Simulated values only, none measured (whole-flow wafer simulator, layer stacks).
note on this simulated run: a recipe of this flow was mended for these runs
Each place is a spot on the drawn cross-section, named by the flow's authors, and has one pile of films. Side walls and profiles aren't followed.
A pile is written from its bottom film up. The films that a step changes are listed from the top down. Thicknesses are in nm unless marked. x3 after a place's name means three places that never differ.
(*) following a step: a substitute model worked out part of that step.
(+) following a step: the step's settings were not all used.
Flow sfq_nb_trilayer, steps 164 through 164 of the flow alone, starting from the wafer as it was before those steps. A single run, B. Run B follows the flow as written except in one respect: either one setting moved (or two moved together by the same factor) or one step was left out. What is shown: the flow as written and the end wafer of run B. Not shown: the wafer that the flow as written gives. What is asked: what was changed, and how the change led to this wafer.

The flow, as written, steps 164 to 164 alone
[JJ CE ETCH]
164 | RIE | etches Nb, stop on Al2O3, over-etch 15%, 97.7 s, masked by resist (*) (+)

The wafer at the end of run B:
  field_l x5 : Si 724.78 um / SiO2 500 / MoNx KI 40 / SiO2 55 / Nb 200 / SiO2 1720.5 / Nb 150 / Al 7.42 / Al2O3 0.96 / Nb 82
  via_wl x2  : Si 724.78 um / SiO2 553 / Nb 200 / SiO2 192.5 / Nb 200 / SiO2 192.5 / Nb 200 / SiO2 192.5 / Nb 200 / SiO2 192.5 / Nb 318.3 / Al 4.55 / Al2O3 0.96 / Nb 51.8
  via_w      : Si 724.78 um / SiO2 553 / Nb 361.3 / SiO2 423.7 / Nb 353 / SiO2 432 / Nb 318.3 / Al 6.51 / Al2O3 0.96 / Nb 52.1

What caused this: step 164, RIE: 44 s was run, whereas the flow has 97.7 s.

Step by step, how the change led to this:
  164 | RIE | etches Nb, stop on Al2O3, over-etch 15%, 97.7 s, masked by resist (*) (+)
      field_l x5, v_sur x17, via_v and 76 more: Nb loses 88 (it would be, as written: Nb loses 170 (all of it), Al2O3 loses 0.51)
      via_wl x2: Nb loses 88 (it would be, as written: Nb loses 139.9 (all of it), Al2O3 loses 0.96 (all of it))
      (as well as at 5 more places)
If metal films that touch count as one body, field_l x5 has 4 bodies (between them, from the top down: Al2O3 0.96; SiO2 1720.5; SiO2 55); the flow as written gives 3 bodies (between them, from the top down: SiO2 1720.5; SiO2 55).
If metal films that touch count as one body, via_wl x2 has 6 bodies (between them, from the top down: Al2O3 0.96; SiO2 192.5; SiO2 192.5; SiO2 192.5; SiO2 192.5); the flow as written gives 5 bodies (between them, from the top down: SiO2 192.5; SiO2 192.5; SiO2 192.5; SiO2 192.5).
If metal films that touch count as one body, via_w has 4 bodies (between them, from the top down: Al2O3 0.96; SiO2 432; SiO2 423.7); the flow as written gives 3 bodies (between them, from the top down: SiO2 432; SiO2 423.7).
